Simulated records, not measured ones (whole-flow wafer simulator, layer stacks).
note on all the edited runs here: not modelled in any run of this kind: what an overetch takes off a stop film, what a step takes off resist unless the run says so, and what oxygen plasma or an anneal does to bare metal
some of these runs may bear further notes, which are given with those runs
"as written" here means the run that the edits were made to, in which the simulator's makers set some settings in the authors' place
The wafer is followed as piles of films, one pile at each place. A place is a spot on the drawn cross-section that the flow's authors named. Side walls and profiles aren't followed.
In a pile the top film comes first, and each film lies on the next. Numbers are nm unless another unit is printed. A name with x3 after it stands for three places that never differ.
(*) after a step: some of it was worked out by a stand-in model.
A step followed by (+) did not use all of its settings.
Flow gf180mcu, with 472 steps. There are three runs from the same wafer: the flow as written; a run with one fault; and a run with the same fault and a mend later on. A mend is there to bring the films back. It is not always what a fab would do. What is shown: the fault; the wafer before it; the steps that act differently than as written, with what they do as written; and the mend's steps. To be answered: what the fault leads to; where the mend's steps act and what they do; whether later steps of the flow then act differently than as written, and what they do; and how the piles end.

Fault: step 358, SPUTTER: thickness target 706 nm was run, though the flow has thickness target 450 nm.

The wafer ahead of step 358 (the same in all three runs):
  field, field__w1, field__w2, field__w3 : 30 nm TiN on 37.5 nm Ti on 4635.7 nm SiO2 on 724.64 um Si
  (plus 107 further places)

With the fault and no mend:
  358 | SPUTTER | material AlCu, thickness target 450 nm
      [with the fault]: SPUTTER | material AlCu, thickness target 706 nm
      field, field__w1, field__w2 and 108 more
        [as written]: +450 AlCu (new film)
        [with the fault]: +706 AlCu (new film)
  Later steps of the flow acting differently than as written:
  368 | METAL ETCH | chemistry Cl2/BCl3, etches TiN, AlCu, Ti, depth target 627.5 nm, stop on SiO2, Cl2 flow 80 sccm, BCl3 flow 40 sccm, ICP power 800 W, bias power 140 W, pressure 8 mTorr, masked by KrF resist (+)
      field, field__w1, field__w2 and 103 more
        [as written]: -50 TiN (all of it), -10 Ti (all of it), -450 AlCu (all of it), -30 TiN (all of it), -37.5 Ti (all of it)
        [with the fault]: -50 TiN (all of it), -10 Ti (all of it), -567.5 AlCu
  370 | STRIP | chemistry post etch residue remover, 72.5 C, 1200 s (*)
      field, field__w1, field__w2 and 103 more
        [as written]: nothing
        [with the fault]: -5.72 AlCu
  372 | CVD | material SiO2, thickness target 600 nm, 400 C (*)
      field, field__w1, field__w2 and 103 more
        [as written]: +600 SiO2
        [with the fault]: +600 SiO2 (new film)
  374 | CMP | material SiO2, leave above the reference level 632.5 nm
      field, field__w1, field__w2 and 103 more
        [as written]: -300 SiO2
        [with the fault]: -244.3 SiO2
  The piles end different from the flow's at field, field__w1, field__w2 and 109 more by more than 2% or 0.5 nm, whichever is larger.
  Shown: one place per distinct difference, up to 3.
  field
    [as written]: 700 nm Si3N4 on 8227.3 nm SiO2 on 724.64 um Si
    [with the fault]: 700 nm Si3N4 on 3647.3 nm SiO2 on 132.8 nm AlCu on 30 nm TiN on 37.5 nm Ti on 4635.7 nm SiO2 on 724.64 um Si
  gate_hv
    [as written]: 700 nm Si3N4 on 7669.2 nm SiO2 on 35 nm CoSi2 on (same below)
    [with the fault]: 700 nm Si3N4 on 3647.3 nm SiO2 on 132.8 nm AlCu on 30 nm TiN on 37.5 nm Ti on 4077.6 nm SiO2 on 35 nm CoSi2 on (same below)
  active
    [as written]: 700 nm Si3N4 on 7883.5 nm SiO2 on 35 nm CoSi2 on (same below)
    [with the fault]: 700 nm Si3N4 on 3647.3 nm SiO2 on 132.8 nm AlCu on 30 nm TiN on 37.5 nm Ti on 4291.9 nm SiO2 on 35 nm CoSi2 on (same below)

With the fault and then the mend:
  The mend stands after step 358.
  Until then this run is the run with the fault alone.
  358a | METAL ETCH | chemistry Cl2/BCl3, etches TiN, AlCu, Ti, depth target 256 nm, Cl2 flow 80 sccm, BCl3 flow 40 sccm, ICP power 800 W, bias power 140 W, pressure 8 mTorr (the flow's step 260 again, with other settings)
      field, field__w1, field__w2 and 108 more
        -256 AlCu
  Later steps of the flow that are run all act as written at every place that is followed.
  At every place that both follow, the piles at the end match the flow's.
